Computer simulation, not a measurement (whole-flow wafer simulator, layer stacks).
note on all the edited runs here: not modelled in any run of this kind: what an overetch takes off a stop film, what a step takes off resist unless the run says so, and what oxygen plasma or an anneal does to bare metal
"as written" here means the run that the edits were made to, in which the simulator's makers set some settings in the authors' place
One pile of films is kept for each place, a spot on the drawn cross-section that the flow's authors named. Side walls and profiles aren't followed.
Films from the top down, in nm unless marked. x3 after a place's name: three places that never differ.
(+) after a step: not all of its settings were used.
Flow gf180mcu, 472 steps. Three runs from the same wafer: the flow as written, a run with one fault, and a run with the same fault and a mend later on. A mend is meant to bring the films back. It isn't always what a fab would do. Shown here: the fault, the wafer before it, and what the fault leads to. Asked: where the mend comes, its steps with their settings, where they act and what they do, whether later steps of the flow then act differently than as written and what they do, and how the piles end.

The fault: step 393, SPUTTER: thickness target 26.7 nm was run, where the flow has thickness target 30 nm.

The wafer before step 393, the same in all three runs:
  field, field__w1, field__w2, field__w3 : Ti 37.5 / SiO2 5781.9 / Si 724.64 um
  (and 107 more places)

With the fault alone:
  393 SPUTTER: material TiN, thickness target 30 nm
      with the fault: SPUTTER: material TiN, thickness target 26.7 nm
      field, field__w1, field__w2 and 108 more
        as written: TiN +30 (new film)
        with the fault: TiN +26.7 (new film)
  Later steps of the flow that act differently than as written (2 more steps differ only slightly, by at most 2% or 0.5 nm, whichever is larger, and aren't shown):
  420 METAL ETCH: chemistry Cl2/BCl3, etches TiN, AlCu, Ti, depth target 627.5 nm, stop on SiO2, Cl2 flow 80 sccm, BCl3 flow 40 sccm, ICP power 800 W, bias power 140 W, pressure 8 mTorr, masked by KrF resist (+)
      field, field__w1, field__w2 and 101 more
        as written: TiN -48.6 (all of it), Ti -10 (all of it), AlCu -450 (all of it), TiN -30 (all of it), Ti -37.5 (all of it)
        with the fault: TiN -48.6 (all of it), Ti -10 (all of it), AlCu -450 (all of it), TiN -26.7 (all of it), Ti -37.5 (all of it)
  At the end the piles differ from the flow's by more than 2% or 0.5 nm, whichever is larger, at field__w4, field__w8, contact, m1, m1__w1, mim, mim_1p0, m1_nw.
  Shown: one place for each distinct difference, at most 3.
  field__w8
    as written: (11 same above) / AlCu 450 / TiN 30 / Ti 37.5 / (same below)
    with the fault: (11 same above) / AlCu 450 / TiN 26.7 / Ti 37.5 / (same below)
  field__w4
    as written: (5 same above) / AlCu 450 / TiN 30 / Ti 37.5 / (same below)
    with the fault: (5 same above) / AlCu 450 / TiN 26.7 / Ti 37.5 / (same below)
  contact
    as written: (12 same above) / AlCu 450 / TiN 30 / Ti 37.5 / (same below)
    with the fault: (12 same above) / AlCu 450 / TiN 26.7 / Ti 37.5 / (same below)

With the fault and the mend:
  The mend comes after step 393.
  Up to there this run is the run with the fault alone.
  393a SPUTTER: material TiN, thickness target 3.3 nm (the flow's step 393 once more, with other settings)
      field, field__w1, field__w2 and 108 more
        TiN +3.3
  No later step of the flow acts differently than as written at any place that is followed.
  At the end the piles are the same as the flow's at every place that both follow.
